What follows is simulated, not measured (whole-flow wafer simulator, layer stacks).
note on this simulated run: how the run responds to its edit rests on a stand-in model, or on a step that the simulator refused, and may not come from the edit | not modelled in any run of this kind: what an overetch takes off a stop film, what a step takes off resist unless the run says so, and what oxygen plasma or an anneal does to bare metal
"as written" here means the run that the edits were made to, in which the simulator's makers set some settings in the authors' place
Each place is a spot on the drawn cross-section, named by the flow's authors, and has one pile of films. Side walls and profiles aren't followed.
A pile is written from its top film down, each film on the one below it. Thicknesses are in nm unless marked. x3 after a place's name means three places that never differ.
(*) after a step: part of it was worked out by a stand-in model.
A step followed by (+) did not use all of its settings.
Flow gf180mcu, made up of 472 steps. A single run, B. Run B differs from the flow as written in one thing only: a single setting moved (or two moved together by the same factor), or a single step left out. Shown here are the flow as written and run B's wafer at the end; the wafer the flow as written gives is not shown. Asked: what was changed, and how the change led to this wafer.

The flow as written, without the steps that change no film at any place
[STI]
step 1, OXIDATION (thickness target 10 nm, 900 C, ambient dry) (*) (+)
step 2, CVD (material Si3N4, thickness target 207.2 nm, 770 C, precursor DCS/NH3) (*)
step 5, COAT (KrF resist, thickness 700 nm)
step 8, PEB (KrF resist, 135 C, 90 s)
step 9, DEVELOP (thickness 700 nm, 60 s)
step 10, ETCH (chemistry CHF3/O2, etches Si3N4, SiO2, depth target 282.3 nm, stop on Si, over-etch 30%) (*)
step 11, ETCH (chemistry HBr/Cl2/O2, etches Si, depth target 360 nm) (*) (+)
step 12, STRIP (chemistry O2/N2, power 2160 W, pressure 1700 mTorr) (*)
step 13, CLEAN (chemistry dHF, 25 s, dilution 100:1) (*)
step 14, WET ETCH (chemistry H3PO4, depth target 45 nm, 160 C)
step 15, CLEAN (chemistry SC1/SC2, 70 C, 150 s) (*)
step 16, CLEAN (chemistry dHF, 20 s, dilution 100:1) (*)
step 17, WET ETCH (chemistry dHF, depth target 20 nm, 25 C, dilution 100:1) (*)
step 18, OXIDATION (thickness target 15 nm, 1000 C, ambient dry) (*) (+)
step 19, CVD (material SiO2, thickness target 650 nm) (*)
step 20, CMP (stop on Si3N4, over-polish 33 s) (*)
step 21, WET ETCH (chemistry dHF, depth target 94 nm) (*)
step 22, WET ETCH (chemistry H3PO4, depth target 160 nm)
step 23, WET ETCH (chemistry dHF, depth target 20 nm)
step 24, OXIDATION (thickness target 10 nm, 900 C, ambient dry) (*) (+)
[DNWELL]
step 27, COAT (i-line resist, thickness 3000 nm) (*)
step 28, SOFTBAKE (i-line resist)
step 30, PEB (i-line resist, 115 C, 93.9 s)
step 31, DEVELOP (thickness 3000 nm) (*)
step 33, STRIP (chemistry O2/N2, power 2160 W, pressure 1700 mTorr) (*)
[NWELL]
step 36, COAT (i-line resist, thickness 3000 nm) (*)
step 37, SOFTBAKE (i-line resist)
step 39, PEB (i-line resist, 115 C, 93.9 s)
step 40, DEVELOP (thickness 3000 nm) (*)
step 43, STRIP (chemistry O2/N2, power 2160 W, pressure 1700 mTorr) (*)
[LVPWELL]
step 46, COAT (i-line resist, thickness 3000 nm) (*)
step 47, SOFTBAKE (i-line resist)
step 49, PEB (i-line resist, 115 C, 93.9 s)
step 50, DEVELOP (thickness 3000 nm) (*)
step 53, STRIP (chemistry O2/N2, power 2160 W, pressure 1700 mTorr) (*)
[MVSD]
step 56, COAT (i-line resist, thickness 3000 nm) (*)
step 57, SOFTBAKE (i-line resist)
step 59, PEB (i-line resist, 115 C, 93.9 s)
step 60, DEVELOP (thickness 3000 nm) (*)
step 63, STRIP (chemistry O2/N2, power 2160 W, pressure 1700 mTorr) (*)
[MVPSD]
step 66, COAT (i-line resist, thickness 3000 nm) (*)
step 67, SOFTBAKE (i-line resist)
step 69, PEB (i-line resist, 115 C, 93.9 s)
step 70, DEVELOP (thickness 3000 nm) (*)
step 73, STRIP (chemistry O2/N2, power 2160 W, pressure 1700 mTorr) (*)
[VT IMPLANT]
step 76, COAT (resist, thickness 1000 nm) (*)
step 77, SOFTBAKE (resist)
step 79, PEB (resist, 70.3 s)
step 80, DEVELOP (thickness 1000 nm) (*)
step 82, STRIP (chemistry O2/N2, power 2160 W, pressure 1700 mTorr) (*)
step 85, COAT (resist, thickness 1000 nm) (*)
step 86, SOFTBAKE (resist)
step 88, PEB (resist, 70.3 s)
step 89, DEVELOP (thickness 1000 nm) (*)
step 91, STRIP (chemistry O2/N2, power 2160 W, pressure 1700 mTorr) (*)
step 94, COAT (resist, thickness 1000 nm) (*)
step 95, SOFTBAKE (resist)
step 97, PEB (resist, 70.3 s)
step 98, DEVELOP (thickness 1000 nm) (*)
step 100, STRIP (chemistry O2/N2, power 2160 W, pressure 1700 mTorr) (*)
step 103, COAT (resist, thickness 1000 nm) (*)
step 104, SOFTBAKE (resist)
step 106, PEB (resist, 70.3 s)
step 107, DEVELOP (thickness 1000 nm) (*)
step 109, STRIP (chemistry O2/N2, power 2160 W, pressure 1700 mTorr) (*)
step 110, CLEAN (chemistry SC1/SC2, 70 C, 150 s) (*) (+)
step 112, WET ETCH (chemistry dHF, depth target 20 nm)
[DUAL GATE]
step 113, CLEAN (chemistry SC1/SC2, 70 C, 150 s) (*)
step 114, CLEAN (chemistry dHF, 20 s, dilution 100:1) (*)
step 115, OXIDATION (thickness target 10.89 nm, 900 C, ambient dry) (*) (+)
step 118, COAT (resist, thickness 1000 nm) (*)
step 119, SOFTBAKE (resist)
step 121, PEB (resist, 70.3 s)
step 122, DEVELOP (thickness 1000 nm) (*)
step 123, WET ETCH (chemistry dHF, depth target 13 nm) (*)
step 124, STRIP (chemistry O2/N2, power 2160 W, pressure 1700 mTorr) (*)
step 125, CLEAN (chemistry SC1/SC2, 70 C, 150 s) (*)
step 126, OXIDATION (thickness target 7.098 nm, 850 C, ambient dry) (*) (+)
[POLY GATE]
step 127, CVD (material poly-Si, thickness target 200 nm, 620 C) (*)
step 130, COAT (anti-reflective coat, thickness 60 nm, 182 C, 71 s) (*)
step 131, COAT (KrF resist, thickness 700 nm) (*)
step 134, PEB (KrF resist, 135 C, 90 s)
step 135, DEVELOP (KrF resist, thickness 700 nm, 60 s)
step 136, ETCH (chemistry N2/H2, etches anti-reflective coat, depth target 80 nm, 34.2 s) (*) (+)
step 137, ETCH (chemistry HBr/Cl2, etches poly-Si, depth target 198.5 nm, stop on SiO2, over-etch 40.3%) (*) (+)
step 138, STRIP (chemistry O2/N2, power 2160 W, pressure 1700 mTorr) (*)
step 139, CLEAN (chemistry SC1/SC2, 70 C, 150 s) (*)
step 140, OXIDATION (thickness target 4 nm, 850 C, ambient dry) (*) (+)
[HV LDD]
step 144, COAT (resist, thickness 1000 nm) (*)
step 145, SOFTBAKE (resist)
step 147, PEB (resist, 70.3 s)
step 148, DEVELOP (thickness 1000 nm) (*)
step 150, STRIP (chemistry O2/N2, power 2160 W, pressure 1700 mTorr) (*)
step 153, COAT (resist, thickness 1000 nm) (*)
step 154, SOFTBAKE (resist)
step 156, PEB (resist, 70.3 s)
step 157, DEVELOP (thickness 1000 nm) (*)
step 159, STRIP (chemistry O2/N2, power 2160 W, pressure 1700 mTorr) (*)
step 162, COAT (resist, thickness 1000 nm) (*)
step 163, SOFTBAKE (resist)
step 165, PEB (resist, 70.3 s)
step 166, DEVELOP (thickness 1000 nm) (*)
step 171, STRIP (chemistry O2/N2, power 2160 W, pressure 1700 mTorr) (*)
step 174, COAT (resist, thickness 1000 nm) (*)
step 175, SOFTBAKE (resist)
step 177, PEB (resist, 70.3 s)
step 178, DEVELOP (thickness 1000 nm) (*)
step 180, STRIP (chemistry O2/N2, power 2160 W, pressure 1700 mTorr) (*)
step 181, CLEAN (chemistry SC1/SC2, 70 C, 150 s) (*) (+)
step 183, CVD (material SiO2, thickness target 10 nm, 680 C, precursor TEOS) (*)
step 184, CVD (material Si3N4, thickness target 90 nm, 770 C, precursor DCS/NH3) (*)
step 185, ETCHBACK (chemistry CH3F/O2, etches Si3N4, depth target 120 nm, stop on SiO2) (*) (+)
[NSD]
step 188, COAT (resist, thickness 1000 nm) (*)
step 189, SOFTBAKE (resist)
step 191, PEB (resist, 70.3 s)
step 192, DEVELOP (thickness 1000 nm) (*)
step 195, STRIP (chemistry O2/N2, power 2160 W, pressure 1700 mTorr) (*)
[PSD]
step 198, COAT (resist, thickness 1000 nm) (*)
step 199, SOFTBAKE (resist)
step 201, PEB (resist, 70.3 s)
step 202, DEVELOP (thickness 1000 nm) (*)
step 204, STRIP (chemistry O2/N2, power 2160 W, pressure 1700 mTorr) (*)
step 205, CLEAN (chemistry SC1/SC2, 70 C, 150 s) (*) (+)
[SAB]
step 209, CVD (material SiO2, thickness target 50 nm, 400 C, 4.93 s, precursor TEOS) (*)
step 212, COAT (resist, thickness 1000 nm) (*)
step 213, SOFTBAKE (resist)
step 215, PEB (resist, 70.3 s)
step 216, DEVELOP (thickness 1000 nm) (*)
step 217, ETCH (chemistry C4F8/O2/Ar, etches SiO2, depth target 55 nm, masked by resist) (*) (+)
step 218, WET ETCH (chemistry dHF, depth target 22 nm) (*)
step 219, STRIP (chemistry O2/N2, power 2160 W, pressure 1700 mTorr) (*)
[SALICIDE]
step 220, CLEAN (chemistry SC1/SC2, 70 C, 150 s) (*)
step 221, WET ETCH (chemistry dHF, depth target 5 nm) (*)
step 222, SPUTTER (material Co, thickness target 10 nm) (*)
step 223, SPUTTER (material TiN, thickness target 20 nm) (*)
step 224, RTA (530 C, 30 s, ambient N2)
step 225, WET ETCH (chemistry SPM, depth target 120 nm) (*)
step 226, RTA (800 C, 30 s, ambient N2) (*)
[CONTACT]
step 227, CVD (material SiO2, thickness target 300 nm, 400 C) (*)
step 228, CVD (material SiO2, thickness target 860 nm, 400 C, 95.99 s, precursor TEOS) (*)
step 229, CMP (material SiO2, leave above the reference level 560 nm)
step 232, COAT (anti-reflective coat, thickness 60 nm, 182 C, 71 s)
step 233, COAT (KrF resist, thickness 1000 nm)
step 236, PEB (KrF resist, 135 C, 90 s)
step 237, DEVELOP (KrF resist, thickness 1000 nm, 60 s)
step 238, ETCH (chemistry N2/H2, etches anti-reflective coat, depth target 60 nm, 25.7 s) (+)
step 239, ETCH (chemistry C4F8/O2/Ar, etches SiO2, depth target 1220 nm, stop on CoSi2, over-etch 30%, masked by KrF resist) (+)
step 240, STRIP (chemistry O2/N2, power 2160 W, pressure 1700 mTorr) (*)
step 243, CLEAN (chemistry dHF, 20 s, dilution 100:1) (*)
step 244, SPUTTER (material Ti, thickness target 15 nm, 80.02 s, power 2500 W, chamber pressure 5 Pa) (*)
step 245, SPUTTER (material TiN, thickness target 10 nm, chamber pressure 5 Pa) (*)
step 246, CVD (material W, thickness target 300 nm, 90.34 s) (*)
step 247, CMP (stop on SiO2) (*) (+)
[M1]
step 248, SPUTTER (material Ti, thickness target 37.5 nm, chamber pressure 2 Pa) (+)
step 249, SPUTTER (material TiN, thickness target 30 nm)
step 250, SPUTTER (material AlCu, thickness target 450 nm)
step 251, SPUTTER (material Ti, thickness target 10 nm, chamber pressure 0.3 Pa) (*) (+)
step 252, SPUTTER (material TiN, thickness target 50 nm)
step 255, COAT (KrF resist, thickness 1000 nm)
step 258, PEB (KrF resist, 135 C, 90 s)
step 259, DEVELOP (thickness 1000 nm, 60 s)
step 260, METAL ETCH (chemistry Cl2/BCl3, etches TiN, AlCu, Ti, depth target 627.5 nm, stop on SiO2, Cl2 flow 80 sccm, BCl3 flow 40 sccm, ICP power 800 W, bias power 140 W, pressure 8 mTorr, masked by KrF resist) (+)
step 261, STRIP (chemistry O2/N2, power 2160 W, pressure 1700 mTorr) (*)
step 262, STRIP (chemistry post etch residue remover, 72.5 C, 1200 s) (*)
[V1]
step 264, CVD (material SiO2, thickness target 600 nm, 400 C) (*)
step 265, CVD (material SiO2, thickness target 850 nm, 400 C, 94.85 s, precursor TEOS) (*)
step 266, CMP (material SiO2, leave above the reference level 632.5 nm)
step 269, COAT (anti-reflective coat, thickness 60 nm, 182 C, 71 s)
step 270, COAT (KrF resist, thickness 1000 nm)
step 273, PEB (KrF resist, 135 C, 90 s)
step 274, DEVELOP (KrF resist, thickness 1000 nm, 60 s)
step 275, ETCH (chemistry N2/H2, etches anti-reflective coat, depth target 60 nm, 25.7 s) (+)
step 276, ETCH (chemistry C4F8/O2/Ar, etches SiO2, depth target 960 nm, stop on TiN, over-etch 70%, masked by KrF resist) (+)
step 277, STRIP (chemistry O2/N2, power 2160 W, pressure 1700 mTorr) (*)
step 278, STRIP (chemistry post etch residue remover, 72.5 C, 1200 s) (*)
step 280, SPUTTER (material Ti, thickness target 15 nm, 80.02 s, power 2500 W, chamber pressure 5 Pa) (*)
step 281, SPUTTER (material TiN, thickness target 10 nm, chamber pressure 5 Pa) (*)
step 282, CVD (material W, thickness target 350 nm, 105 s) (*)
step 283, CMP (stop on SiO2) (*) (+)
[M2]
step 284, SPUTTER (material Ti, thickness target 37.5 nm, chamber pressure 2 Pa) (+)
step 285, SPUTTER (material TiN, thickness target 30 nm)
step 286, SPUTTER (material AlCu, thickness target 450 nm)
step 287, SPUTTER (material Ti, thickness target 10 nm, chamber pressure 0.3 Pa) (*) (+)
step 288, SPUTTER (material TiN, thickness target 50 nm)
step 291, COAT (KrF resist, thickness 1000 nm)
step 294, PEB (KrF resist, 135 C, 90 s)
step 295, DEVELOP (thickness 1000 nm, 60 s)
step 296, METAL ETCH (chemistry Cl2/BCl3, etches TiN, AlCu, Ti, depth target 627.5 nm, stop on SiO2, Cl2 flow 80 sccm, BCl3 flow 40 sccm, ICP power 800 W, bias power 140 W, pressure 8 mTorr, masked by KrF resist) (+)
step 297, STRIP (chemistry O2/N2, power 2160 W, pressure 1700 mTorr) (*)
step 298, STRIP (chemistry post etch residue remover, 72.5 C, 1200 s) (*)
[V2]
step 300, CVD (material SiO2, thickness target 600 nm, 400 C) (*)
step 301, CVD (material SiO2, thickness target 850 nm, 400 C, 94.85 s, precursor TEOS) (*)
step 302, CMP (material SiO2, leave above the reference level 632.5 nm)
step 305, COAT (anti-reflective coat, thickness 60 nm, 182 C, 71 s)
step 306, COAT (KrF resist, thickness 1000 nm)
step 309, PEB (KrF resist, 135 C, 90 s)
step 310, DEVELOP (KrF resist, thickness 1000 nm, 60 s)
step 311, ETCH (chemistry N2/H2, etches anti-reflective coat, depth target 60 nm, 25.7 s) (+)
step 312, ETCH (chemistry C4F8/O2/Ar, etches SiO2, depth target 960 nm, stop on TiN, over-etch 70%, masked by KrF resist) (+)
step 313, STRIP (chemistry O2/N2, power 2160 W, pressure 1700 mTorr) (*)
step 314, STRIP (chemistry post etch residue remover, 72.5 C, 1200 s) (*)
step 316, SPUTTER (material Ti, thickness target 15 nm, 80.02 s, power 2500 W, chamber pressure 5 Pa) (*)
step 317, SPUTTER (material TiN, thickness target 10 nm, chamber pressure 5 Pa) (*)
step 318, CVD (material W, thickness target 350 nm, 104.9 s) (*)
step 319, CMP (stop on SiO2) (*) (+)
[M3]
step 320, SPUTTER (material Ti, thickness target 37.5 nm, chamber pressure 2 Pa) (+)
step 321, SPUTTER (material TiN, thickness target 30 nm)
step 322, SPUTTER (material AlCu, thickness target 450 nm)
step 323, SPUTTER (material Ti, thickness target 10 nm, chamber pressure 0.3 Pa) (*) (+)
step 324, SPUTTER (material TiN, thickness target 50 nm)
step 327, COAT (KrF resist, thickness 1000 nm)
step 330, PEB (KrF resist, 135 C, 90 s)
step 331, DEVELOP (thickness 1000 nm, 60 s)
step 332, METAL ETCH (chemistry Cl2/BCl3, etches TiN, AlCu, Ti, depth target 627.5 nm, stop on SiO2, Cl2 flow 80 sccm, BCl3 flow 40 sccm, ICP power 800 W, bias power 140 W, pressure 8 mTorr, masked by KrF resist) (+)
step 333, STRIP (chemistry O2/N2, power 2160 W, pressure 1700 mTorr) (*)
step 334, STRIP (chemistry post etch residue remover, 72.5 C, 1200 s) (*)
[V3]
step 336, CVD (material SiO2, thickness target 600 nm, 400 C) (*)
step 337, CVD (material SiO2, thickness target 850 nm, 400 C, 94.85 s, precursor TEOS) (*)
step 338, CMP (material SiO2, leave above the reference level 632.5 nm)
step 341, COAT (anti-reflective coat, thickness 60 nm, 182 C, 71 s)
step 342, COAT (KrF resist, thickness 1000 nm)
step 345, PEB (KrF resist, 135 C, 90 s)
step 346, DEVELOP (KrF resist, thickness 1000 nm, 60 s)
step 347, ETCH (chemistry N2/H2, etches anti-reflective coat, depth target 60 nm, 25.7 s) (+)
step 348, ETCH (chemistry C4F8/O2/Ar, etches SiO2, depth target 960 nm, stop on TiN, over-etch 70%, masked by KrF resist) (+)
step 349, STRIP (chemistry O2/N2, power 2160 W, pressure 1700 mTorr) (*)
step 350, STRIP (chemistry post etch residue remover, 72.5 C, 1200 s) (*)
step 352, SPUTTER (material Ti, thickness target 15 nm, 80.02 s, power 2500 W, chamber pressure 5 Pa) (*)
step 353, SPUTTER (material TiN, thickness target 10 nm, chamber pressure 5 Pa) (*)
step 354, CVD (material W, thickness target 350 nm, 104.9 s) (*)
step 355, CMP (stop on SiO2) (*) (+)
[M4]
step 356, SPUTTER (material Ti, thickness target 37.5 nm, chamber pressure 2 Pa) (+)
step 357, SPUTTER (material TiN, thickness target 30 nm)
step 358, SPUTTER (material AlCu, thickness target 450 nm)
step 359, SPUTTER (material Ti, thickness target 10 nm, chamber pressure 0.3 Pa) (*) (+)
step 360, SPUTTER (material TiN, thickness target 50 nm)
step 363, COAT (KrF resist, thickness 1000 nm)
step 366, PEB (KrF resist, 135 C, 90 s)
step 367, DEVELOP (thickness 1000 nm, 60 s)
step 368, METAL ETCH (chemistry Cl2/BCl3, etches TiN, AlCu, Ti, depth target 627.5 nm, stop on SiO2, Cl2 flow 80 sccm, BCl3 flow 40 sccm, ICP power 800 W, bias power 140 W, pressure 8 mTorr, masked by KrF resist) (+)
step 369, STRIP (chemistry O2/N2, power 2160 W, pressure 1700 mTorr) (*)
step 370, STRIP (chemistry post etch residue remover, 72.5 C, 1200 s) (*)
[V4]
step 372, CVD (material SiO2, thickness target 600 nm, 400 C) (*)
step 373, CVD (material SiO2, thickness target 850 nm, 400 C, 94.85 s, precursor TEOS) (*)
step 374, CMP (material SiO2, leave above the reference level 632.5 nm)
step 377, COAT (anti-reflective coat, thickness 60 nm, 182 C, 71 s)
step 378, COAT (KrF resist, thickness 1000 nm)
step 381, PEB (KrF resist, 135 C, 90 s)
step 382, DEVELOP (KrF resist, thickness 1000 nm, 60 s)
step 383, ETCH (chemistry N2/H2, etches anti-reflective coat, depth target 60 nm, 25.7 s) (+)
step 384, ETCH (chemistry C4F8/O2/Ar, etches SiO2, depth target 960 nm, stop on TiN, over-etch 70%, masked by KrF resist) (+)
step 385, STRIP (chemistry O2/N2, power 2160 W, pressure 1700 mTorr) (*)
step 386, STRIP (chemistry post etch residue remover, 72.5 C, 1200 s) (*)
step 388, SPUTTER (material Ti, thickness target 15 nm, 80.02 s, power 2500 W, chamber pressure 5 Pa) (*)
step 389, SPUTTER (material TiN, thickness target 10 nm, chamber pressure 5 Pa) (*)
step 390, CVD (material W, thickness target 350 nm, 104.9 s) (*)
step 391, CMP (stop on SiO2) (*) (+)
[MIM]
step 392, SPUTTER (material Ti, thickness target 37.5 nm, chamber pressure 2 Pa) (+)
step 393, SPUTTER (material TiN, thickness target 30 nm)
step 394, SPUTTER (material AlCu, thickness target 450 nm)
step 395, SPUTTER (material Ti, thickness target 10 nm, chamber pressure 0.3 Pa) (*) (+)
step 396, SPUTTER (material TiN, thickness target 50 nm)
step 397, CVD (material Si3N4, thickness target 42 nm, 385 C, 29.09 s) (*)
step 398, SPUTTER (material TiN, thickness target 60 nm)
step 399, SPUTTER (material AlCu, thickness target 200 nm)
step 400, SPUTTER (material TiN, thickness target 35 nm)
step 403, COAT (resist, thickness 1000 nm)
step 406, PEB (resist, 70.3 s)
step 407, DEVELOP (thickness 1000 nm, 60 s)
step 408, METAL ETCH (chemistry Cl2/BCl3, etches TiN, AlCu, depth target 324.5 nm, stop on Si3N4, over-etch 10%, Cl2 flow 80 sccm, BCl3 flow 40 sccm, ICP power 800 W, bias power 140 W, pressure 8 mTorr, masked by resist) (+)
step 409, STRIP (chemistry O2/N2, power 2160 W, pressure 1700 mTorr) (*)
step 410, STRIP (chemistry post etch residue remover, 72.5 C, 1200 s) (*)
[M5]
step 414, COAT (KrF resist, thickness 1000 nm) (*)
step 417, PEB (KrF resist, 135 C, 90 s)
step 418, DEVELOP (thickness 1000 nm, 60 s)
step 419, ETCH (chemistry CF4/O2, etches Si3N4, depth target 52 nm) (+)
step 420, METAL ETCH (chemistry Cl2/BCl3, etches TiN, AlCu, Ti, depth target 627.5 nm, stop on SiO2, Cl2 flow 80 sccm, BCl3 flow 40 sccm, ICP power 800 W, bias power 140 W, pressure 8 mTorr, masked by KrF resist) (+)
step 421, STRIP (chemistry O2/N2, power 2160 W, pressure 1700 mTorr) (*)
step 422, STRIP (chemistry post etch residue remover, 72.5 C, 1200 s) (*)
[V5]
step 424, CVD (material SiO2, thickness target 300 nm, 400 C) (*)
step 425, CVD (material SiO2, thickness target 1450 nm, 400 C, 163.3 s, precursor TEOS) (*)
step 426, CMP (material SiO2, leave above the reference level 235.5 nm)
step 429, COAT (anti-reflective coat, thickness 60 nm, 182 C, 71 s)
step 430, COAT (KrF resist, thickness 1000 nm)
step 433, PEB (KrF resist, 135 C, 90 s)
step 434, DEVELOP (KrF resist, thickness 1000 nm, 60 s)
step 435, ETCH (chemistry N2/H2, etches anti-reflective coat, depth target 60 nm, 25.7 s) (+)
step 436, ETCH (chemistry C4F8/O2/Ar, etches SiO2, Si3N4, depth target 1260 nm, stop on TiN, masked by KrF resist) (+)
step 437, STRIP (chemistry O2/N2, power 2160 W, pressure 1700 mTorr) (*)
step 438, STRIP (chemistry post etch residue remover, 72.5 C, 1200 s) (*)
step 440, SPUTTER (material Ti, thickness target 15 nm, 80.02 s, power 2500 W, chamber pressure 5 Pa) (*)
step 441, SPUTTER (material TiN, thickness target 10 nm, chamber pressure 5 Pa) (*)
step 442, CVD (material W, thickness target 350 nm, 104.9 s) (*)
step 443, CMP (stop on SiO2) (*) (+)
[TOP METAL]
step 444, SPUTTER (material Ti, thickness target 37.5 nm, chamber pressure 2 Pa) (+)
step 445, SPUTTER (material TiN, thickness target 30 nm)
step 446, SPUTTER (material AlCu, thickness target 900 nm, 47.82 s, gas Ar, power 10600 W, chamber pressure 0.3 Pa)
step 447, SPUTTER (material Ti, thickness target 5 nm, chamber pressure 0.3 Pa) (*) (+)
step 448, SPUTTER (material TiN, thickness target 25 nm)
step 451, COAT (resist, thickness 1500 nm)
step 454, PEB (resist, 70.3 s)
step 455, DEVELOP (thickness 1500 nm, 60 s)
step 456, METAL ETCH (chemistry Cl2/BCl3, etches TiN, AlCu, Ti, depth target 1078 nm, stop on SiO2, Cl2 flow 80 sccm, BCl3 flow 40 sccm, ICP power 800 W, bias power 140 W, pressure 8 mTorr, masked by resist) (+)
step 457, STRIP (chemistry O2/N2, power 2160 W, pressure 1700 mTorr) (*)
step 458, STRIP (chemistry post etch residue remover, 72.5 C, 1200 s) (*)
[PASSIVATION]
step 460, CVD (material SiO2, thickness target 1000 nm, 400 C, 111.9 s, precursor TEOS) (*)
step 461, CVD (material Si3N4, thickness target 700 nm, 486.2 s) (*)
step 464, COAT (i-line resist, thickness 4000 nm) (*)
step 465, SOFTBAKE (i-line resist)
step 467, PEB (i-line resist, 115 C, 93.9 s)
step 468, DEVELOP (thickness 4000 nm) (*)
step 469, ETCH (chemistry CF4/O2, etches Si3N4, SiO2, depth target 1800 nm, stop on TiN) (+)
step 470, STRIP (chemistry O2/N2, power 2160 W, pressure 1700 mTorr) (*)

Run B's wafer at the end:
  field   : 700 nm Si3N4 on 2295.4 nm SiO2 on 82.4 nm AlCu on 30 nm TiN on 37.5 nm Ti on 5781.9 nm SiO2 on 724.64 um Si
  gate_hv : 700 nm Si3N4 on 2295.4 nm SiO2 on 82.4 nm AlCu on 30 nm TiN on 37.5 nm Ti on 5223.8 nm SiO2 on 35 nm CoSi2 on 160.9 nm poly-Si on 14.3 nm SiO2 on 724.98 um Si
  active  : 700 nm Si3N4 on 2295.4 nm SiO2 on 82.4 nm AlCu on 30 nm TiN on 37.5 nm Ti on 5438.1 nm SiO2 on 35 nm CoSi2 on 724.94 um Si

The reason: step 420, METAL ETCH: depth target 420.4 nm was run, while the flow as written has depth target 627.5 nm.

Step by step, how the change led to this:
  step 420, METAL ETCH (chemistry Cl2/BCl3, etches TiN, AlCu, Ti, depth target 627.5 nm, stop on SiO2, Cl2 flow 80 sccm, BCl3 flow 40 sccm, ICP power 800 W, bias power 140 W, pressure 8 mTorr, masked by KrF resist) (+)
      field, field__w1, field__w2 and 101 more: TiN loses 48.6 (all of it), Ti loses 10 (all of it), AlCu loses 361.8 (in the flow as written it would be: TiN loses 48.6 (all of it), Ti loses 10 (all of it), AlCu loses 450 (all of it), TiN loses 30 (all of it), Ti loses 37.5 (all of it))
      field__w4, field__w8, contact, m1, m1__w1, mim, mim_1p0, m1_nw: KrF resist loses 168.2 (in the flow as written it would be: KrF resist loses 251)
  step 421, STRIP (chemistry O2/N2, power 2160 W, pressure 1700 mTorr) (*)
      field__w8, m1__w1: KrF resist loses 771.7 (all of it) (in the flow as written it would be: KrF resist loses 688.9 (all of it))
      field__w4: KrF resist loses 814.5 (all of it) (in the flow as written it would be: KrF resist loses 731.6 (all of it))
      (and at 5 other places as well)
  step 422, STRIP (chemistry post etch residue remover, 72.5 C, 1200 s) (*)
      field, field__w1, field__w2 and 101 more: AlCu loses 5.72 (in the flow as written it would be: nothing)
  step 424, CVD (material SiO2, thickness target 300 nm, 400 C) (*)
      field, field__w1, field__w2 and 101 more: SiO2 gains 300 (new film) (in the flow as written it would be: SiO2 gains 300)
  step 426, CMP (material SiO2, leave above the reference level 235.5 nm)
      field, field__w1, field__w5 and 92 more: SiO2 loses 450.8 (in the flow as written it would be: SiO2 loses 300.8)
      field__w2, field__w3, field__w12 and 6 more: SiO2 loses 429.4 (in the flow as written it would be: SiO2 loses 272.7)
If metal films that touch count as one body, field has 1 body; the flow as written gives 0 bodies.
If metal films that touch count as one body, gate_hv has 2 bodies (between them, from the top down: SiO2 5223.8); the flow as written gives 1 body.
If metal films that touch count as one body, active has 2 bodies (between them, from the top down: SiO2 5438.1); the flow as written gives 1 body.
